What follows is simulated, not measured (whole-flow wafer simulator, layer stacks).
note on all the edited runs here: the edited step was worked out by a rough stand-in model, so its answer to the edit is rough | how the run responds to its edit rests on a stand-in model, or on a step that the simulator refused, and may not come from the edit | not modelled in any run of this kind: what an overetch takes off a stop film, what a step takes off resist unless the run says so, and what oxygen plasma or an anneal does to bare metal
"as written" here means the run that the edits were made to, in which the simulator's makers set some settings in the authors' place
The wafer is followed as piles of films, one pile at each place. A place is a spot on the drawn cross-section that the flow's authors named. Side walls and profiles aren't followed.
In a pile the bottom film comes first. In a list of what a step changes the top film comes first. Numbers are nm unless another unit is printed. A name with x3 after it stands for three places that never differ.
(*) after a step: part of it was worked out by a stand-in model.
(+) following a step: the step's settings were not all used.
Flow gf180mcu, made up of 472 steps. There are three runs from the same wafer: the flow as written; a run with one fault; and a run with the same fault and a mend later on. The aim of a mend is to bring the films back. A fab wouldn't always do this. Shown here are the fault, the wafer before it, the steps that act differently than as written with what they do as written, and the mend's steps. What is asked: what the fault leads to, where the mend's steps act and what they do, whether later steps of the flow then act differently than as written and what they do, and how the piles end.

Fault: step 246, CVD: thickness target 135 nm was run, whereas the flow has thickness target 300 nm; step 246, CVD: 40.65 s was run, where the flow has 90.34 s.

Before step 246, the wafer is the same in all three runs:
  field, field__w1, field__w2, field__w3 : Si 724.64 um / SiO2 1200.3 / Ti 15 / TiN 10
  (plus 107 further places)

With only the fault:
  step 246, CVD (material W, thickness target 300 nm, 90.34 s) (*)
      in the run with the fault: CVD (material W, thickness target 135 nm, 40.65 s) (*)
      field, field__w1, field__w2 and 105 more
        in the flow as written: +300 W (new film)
        in the run with the fault: +135.7 W (new film)
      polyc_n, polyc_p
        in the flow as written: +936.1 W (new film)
        in the run with the fault: +771.7 W (new film)
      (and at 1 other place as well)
  Later steps of the flow acting differently than as written:
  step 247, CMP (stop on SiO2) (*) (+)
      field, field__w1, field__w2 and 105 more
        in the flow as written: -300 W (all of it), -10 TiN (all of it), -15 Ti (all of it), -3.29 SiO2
        in the run with the fault: -135.7 W (all of it), -10 TiN (all of it), -15 Ti (all of it), -1.63 SiO2
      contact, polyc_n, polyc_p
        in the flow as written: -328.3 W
        in the run with the fault: -162.3 W
  When the end is reached, the piles differ only a little from the flow's at the places that both follow, at most by 2% or 0.5 nm, whichever is larger.

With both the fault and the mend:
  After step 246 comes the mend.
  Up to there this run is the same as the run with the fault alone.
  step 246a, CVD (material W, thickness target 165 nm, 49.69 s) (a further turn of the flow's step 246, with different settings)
      field, field__w1, field__w2 and 105 more
        +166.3 W
      contact, polyc_n, polyc_p
        +166.4 W
  Later steps of the flow that are run all act as written at every place that is followed, up to a difference of at most 2% or 0.5 nm, whichever is larger.
  When the end is reached, the piles differ only a little from the flow's at the places that both follow, at most by 2% or 0.5 nm, whichever is larger.
